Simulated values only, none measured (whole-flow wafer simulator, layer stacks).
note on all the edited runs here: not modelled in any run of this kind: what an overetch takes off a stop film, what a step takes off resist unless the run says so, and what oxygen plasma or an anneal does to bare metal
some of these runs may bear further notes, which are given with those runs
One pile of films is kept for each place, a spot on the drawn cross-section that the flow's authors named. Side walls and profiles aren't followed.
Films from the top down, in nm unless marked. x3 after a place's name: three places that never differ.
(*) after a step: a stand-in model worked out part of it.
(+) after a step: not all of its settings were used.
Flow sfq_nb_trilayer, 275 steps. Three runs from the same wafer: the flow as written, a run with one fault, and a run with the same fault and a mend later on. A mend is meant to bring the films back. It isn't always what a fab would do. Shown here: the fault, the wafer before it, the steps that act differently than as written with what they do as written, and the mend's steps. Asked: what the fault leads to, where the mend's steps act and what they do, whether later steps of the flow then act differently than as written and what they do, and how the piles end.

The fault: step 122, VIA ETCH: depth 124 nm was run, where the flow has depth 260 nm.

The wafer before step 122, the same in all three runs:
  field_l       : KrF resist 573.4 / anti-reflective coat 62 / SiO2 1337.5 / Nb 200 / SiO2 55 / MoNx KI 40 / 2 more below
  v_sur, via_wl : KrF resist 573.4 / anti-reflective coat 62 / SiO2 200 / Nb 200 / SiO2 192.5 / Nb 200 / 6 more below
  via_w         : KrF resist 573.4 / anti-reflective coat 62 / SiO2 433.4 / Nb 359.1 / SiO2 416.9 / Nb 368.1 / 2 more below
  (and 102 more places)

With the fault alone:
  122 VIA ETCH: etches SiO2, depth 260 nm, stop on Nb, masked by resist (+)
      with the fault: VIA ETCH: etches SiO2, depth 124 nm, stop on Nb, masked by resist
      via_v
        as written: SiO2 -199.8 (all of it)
        with the fault: SiO2 -124
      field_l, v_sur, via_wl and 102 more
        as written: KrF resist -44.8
        with the fault: KrF resist -21.4
  Later steps of the flow that act differently than as written (3 more steps differ only slightly, by at most 2% or 0.5 nm, whichever is larger, and aren't shown):
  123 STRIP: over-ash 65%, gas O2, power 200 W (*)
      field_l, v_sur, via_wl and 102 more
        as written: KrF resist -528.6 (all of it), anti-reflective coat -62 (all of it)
        with the fault: KrF resist -552.1 (all of it), anti-reflective coat -62 (all of it)
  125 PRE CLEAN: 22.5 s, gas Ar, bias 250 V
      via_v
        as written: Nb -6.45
        with the fault: SiO2 -7.5
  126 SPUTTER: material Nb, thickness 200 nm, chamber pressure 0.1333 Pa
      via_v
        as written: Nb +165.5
        with the fault: Nb +182.1 (new film)
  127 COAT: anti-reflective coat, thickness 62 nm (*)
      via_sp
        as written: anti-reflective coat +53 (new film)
        with the fault: anti-reflective coat +54.5 (new film)
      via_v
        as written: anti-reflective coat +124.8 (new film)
        with the fault: anti-reflective coat +107.7 (new film)
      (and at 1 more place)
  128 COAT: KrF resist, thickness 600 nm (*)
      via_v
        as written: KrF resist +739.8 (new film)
        with the fault: KrF resist +677.8 (new film)
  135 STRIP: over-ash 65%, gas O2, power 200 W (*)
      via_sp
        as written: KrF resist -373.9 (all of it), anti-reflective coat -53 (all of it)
        with the fault: KrF resist -379 (all of it), anti-reflective coat -54.5 (all of it)
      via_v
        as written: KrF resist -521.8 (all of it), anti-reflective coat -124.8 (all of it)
        with the fault: KrF resist -460 (all of it), anti-reflective coat -107.7 (all of it)
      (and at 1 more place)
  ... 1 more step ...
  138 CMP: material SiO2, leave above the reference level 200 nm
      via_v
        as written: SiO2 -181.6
        with the fault: SiO2 -157.9
  At the end the piles differ from the flow's by more than 2% or 0.5 nm, whichever is larger, at via_v.
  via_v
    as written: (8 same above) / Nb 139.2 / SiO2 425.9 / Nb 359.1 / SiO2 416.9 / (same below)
    with the fault: (8 same above) / Nb 139.2 / SiO2 334.6 / Nb 182.1 / SiO2 68.3 / Nb 200 / SiO2 416.9 / (same below)

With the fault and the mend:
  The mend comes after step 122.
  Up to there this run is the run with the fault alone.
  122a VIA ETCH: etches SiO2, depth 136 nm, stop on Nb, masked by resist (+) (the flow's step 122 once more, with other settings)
      field_l, v_sur, via_wl and 102 more
        KrF resist -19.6
      via_v
        SiO2 -75.8 (all of it)
  No later step of the flow acts differently than as written, at any place that is followed, by more than 2% or 0.5 nm, whichever is larger.
  At the end the piles are the same as the flow's at every place that both follow.
